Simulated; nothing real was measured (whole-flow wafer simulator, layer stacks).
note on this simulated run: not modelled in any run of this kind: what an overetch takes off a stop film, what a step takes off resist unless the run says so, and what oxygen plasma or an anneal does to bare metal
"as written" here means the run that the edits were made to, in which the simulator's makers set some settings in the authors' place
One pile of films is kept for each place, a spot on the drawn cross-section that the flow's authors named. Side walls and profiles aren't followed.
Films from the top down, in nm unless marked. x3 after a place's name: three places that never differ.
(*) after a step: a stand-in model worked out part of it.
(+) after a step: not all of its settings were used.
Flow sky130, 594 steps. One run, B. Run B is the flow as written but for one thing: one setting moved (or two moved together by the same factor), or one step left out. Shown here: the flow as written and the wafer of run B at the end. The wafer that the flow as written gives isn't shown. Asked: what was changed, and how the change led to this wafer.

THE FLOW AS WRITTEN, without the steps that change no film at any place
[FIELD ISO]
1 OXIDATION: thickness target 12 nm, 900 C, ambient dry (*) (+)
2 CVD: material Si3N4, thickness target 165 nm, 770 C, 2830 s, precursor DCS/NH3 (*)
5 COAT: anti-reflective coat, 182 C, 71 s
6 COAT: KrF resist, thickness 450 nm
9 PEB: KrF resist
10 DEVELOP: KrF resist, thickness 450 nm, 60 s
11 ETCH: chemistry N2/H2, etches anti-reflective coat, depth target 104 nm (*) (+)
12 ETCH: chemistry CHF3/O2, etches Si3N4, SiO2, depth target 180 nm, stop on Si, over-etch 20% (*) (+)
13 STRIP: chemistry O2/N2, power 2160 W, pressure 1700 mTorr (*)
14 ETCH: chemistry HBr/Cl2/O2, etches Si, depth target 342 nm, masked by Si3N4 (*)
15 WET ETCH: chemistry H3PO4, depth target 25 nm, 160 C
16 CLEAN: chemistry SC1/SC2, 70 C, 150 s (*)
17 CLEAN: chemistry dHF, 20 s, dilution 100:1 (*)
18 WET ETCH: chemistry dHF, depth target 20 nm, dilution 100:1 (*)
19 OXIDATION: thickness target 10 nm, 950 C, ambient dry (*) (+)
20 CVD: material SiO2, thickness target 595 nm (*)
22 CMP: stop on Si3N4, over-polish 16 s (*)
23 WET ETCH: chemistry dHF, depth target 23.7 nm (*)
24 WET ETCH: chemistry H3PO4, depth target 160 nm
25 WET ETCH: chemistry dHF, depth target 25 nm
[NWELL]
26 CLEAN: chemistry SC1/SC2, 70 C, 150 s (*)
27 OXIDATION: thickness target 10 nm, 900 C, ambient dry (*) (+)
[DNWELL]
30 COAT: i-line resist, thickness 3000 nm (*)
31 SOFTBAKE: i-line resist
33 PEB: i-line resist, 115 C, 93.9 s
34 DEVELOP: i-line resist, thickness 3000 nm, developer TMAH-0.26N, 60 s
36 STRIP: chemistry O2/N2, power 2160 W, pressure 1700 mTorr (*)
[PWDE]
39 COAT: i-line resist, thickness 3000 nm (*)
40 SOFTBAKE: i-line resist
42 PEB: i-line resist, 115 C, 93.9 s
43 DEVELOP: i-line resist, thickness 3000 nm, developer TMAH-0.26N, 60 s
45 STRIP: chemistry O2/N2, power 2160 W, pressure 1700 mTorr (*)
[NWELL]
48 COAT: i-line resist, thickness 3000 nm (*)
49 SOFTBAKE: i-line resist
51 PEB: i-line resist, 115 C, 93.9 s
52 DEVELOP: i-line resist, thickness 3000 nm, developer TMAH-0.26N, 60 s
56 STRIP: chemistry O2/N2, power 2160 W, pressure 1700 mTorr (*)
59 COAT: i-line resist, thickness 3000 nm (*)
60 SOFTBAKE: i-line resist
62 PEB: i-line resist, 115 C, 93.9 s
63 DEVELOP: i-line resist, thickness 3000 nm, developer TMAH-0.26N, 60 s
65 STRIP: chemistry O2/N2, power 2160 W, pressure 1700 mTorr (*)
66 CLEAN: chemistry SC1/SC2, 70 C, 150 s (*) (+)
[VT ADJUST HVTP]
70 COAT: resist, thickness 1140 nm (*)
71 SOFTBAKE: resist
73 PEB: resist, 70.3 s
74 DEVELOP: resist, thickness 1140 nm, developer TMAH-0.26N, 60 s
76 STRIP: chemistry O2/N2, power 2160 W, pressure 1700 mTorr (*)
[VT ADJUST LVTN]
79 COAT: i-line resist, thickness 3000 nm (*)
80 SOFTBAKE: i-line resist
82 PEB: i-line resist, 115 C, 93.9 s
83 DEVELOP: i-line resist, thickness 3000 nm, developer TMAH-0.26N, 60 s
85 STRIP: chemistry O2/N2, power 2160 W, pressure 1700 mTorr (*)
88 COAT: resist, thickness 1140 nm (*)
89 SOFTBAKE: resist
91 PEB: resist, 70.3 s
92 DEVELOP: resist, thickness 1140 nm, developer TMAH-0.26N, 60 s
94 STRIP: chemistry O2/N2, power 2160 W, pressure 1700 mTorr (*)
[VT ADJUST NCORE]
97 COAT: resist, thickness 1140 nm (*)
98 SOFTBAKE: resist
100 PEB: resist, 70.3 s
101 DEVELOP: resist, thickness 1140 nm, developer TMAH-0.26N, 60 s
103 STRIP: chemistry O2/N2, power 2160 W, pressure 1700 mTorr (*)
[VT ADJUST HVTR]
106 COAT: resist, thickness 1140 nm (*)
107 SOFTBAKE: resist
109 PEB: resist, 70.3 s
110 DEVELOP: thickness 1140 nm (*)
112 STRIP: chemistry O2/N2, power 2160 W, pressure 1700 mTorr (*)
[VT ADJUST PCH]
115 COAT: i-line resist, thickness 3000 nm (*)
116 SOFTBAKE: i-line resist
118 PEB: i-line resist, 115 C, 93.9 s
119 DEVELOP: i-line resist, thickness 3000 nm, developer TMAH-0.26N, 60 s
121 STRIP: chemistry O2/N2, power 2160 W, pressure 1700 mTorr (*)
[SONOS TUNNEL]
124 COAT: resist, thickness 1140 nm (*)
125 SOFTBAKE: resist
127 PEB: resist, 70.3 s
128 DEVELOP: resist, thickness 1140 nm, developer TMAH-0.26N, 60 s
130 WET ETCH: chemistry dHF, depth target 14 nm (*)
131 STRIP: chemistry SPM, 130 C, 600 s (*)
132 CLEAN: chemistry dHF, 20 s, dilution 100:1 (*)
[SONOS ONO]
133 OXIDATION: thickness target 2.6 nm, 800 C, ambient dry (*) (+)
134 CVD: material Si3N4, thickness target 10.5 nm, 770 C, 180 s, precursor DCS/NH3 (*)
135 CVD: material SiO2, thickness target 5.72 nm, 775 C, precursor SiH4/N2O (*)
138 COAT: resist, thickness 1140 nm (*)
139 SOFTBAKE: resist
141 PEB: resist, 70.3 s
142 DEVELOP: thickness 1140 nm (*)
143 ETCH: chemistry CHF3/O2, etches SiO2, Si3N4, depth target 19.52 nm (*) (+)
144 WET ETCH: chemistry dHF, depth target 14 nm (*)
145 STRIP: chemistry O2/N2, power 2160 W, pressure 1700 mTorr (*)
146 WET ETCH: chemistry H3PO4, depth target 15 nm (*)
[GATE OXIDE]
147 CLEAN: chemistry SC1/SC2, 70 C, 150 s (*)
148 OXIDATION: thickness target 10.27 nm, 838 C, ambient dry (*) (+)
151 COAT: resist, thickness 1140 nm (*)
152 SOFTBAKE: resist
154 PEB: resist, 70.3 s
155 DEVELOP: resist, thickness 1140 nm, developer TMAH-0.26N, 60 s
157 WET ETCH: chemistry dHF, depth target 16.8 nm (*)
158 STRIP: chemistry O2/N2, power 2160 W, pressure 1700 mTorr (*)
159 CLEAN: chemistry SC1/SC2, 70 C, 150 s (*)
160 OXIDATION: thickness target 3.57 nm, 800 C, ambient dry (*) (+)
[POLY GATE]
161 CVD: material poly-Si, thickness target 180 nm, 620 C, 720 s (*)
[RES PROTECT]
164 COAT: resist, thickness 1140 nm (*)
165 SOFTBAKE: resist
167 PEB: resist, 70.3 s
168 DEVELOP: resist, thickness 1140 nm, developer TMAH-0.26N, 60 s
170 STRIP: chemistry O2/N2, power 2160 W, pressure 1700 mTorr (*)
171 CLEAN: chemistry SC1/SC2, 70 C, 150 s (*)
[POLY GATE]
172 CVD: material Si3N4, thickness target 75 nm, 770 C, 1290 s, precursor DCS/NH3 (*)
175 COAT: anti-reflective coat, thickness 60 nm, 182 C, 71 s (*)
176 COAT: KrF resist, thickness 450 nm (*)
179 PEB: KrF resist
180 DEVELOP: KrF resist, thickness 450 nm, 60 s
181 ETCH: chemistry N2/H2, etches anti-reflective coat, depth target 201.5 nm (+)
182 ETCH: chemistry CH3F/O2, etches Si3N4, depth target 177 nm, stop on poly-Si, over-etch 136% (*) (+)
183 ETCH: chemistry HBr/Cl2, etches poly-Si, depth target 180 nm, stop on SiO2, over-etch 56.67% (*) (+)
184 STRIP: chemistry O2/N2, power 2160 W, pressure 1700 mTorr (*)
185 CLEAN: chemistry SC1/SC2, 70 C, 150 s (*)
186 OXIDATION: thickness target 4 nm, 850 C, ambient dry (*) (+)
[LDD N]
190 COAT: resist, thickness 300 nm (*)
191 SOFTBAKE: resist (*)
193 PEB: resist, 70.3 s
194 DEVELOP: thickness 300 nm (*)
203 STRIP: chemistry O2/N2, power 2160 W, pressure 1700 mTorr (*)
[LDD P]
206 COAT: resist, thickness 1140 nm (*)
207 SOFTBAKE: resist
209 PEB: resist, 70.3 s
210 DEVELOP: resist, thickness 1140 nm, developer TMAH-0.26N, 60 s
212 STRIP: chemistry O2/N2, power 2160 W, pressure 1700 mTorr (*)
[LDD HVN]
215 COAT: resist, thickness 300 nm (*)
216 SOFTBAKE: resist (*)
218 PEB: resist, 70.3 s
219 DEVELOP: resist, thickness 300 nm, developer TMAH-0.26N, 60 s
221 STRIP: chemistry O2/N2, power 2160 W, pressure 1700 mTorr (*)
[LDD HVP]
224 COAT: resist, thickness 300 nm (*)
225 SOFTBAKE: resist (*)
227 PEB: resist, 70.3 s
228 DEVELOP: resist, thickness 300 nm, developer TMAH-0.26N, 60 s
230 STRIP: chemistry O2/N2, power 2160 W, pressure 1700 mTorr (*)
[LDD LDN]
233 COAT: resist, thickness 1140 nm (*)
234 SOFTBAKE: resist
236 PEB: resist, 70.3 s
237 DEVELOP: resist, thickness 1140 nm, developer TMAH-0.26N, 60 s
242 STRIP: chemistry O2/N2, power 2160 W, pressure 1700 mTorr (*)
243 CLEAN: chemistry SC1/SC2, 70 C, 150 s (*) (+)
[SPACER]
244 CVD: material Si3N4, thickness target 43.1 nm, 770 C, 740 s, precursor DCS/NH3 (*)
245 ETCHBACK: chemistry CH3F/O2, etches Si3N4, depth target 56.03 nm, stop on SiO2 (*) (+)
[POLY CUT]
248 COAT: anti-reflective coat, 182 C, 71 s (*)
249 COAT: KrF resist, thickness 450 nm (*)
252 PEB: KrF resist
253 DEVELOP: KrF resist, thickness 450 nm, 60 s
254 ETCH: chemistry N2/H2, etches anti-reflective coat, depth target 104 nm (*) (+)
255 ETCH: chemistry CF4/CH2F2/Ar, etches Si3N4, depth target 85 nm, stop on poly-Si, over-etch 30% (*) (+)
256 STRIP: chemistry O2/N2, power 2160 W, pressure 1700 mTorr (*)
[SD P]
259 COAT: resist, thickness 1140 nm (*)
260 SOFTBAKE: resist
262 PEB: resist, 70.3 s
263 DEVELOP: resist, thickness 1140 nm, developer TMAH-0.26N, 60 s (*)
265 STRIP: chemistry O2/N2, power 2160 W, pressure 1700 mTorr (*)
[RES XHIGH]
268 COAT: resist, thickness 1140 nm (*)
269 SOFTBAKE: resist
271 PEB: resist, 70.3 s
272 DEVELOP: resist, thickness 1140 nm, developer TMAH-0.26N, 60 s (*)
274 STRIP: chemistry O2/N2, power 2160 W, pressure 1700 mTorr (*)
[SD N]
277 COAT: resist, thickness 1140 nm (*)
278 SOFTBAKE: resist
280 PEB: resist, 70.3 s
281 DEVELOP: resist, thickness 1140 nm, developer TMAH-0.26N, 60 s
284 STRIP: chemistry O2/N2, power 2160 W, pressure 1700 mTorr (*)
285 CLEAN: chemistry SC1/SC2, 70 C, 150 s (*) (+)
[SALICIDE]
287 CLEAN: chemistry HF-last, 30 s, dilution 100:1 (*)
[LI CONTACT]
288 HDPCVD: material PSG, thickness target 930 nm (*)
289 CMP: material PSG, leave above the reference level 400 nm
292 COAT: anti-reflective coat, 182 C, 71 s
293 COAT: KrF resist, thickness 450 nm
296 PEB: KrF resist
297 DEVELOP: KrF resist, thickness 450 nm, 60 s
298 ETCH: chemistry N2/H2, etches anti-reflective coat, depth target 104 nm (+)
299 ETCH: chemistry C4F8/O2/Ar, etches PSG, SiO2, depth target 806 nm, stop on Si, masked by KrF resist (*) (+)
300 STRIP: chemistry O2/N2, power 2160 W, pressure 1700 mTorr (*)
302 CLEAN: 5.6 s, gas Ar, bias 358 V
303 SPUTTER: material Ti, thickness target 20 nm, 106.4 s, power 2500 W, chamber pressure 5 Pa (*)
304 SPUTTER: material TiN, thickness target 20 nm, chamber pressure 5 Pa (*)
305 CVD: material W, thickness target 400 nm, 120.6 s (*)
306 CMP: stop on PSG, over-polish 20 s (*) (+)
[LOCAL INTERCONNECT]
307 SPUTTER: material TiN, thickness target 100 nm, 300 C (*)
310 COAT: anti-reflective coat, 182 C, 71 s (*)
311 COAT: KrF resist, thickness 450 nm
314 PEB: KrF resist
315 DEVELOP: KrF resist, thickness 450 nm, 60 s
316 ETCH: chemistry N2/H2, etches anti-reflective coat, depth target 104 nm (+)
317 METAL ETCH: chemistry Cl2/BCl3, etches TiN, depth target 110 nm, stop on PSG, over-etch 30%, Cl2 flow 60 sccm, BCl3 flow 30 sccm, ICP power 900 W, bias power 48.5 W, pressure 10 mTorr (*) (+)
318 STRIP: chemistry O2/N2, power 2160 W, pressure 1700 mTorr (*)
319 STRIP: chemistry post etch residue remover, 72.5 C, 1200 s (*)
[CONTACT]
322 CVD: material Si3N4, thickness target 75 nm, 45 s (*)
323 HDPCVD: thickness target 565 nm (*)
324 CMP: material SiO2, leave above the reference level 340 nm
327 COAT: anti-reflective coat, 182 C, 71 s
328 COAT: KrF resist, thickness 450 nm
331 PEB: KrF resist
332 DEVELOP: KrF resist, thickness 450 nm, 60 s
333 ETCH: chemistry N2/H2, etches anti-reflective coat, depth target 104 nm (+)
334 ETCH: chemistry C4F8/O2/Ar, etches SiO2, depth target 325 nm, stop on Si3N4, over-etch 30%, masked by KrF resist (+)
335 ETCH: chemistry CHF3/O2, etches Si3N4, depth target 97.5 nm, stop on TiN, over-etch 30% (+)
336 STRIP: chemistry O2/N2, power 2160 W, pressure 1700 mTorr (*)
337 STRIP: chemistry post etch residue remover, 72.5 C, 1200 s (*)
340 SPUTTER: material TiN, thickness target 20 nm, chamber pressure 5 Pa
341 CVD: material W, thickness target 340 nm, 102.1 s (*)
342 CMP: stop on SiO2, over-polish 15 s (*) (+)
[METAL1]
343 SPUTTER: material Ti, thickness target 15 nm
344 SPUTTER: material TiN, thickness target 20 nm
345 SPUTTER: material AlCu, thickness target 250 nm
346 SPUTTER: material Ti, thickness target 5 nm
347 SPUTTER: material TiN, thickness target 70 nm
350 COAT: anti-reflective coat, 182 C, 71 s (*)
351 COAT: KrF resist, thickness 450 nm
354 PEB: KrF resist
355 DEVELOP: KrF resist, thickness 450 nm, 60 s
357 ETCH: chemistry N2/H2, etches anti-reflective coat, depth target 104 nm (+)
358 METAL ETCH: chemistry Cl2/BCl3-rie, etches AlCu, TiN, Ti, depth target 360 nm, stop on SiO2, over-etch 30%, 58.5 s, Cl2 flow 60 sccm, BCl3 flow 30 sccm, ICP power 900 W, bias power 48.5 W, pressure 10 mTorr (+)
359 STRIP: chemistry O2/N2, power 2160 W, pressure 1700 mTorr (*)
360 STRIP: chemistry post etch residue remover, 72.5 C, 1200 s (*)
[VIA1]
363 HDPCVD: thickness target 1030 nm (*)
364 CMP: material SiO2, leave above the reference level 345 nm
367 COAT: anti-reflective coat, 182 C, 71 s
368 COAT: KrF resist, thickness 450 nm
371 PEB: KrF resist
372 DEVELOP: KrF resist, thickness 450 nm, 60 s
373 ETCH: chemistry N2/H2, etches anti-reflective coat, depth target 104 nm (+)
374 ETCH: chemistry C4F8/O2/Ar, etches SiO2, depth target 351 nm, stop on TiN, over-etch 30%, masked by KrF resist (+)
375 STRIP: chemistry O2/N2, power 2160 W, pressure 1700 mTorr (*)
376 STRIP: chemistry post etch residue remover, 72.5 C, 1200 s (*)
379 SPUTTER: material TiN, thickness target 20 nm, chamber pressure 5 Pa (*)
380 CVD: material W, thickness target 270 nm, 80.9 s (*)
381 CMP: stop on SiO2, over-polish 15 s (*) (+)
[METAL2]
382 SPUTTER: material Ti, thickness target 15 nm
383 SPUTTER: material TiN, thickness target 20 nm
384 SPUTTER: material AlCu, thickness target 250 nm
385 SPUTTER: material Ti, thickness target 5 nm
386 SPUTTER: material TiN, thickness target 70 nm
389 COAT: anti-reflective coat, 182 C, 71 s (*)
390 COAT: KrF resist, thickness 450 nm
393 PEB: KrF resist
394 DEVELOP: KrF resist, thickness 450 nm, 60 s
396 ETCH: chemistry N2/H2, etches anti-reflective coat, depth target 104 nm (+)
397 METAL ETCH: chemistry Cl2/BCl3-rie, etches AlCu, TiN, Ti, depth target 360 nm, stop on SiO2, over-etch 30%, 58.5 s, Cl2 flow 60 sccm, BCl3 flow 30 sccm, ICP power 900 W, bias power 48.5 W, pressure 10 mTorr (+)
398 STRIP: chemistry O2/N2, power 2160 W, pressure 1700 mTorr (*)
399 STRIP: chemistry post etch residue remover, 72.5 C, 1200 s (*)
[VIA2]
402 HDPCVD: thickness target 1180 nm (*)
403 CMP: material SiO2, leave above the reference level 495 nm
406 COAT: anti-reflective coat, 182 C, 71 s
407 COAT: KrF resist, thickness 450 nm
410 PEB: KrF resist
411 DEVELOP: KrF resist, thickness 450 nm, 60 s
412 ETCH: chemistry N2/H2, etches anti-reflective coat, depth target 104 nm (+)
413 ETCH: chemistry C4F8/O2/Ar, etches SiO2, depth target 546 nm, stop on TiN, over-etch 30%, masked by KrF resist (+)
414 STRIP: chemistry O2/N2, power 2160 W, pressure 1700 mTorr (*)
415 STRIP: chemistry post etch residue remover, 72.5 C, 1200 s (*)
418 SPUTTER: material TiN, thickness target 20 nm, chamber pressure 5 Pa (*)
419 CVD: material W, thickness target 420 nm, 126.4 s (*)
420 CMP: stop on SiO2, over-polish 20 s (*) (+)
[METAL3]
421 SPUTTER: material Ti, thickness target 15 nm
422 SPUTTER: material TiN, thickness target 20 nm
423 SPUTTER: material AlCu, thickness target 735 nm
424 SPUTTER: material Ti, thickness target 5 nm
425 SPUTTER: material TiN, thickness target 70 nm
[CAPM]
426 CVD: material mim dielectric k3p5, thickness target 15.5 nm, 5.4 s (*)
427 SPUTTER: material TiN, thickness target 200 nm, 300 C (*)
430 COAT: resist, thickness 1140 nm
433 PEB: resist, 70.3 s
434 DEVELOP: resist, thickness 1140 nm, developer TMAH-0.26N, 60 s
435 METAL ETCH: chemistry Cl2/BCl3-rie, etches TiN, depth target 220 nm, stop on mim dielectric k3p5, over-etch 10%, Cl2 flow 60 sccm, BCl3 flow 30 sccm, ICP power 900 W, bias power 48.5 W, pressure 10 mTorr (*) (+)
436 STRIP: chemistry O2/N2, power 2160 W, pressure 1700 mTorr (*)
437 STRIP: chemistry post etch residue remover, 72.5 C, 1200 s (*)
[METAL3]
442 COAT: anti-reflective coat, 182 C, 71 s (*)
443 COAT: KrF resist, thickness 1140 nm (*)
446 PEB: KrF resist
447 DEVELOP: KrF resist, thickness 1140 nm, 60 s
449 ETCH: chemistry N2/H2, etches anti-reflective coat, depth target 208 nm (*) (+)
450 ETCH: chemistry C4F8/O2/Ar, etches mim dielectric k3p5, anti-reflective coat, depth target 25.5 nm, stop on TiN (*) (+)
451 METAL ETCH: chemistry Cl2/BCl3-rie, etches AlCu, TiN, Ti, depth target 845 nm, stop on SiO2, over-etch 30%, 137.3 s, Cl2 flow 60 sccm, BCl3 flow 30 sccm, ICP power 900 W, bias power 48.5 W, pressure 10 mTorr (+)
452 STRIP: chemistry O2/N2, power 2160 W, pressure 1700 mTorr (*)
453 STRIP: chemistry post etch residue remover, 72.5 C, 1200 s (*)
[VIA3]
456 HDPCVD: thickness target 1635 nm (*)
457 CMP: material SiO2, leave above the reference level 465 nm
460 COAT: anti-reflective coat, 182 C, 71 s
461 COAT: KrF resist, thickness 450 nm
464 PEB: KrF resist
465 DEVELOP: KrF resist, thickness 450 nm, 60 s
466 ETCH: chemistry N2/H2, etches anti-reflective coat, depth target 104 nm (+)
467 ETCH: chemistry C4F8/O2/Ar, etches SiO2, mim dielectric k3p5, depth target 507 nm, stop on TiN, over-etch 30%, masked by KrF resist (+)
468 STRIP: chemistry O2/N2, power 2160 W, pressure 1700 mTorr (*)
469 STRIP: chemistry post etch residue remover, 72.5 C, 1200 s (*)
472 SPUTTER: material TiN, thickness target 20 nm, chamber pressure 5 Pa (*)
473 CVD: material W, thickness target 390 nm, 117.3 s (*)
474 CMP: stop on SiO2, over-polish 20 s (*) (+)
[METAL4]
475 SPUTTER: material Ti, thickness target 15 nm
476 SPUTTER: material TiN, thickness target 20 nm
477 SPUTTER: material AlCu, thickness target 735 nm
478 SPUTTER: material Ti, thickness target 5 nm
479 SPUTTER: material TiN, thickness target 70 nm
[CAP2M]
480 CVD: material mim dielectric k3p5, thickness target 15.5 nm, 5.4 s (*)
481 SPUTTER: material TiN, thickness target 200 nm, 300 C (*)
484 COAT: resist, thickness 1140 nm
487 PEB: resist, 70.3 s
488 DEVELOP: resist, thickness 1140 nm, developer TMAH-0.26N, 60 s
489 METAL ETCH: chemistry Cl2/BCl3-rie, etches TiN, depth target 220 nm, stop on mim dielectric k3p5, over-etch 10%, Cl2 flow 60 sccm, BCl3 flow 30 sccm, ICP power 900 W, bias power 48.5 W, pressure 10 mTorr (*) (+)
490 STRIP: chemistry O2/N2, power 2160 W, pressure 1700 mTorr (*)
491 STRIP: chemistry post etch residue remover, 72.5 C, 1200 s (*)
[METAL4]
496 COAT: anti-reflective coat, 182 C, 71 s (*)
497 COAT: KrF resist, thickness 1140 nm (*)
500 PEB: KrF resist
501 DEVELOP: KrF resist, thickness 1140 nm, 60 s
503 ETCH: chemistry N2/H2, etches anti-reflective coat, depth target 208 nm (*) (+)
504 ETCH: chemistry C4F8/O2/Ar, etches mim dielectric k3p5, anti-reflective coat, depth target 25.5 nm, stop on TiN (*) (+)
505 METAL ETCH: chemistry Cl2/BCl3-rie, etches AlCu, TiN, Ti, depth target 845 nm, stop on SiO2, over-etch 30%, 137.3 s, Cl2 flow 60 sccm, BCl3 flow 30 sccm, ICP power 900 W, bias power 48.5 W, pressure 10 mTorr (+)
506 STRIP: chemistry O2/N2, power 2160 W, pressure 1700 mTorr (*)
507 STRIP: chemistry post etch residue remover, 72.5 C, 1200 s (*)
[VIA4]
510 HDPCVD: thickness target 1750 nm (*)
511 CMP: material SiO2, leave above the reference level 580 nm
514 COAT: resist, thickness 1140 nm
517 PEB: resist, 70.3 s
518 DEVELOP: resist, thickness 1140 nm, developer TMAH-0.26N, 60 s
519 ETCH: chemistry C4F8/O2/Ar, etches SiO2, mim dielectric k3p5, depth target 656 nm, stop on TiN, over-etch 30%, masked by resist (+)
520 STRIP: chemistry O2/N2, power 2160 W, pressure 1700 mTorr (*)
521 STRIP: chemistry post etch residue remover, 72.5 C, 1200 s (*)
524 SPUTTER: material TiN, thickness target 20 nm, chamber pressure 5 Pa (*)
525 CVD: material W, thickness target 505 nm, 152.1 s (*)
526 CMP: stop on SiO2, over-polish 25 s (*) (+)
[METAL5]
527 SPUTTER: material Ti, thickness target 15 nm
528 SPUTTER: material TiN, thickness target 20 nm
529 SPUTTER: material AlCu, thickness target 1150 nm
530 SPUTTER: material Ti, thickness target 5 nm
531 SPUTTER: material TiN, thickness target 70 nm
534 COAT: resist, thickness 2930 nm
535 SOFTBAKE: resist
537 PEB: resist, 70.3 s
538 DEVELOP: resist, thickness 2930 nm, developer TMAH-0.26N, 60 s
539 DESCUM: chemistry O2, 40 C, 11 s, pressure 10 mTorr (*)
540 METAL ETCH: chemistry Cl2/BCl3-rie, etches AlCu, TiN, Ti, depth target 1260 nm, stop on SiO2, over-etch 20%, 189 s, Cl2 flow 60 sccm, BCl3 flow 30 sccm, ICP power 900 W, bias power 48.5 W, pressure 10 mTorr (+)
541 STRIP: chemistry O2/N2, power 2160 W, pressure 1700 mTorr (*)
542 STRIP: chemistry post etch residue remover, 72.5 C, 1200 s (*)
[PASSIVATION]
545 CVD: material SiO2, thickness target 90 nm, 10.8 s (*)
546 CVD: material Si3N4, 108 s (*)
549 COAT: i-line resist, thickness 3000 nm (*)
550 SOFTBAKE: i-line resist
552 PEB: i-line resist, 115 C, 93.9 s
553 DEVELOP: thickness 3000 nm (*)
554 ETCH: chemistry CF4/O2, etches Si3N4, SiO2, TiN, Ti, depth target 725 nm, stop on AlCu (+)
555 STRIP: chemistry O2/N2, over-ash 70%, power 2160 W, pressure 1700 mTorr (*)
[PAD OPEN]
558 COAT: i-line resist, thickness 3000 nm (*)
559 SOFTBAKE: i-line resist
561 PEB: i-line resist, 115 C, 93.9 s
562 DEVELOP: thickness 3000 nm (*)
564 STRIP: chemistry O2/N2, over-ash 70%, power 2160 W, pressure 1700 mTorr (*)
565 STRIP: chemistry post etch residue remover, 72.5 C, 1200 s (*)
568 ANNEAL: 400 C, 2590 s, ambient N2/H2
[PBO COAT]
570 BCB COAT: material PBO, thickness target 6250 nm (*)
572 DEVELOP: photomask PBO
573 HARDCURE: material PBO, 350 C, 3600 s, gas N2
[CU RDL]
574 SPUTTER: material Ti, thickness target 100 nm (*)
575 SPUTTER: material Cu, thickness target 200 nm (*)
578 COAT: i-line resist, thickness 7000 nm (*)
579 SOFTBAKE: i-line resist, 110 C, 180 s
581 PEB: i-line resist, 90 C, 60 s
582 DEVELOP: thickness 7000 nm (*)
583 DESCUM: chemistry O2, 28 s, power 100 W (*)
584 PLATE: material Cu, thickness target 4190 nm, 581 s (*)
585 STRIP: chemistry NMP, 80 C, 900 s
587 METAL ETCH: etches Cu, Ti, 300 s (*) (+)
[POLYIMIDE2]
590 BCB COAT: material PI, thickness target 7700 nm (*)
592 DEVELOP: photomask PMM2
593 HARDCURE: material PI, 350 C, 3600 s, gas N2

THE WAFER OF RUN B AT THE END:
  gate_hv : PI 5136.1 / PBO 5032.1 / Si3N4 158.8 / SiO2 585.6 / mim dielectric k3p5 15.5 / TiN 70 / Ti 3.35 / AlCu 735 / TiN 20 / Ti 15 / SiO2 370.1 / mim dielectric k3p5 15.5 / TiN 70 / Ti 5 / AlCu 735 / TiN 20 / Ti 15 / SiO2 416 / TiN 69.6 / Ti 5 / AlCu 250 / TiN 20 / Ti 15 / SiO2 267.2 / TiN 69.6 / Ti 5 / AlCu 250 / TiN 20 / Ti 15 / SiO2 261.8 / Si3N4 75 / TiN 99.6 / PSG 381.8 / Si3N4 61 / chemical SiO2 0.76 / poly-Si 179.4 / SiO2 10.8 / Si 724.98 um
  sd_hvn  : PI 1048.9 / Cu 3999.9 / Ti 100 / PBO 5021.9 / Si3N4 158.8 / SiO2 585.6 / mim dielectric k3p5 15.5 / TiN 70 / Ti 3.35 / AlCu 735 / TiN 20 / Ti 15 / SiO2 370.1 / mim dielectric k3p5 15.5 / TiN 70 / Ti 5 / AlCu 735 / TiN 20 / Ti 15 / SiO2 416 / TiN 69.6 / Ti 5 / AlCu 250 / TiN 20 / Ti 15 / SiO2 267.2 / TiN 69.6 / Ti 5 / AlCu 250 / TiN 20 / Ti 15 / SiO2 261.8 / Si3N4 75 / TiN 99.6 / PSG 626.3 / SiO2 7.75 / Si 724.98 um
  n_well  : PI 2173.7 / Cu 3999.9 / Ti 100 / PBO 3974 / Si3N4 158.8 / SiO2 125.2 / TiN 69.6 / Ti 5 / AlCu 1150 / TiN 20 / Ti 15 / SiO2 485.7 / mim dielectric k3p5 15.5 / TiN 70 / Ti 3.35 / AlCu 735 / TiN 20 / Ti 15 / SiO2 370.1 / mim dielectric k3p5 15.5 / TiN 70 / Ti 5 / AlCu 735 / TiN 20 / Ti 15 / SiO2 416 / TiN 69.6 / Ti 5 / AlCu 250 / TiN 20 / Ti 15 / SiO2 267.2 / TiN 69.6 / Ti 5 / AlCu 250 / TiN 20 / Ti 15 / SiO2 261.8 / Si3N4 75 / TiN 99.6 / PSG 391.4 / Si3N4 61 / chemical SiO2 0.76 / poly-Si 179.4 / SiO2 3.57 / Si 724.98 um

The cause: step 478, SPUTTER: thickness target 3.35 nm was run, where the flow has thickness target 5 nm.
It can be read off the wafer: gate_hv has Ti 3.35, and step 478 as written asks for 5 nm.

How the change led to this, step by step:
  478 SPUTTER: material Ti, thickness target 5 nm
      field, active, n_well and 189 more: Ti +3.35 (new film) (as written it would be: Ti +5 (new film))
  505 METAL ETCH: chemistry Cl2/BCl3-rie, etches AlCu, TiN, Ti, depth target 845 nm, stop on SiO2, over-etch 30%, 137.3 s, Cl2 flow 60 sccm, BCl3 flow 30 sccm, ICP power 900 W, bias power 48.5 W, pressure 10 mTorr (+)
      field, gate, spacer and 68 more: TiN -70 (all of it), Ti -3.35 (all of it), AlCu -735 (all of it), TiN -20 (all of it), Ti -15 (all of it), SiO2 -25.5 (as written it would be: TiN -70 (all of it), Ti -5 (all of it), AlCu -735 (all of it), TiN -20 (all of it), Ti -15 (all of it), SiO2 -25.4)
      active, vpp_iso1, mim_edge_plate and 14 more: TiN -70 (all of it), Ti -3.35 (all of it), AlCu -735 (all of it), TiN -20 (all of it), Ti -15 (all of it), SiO2 -25.5 (as written it would be: TiN -70 (all of it), Ti -5 (all of it), AlCu -735 (all of it), TiN -20 (all of it), Ti -15 (all of it), SiO2 -25.3)
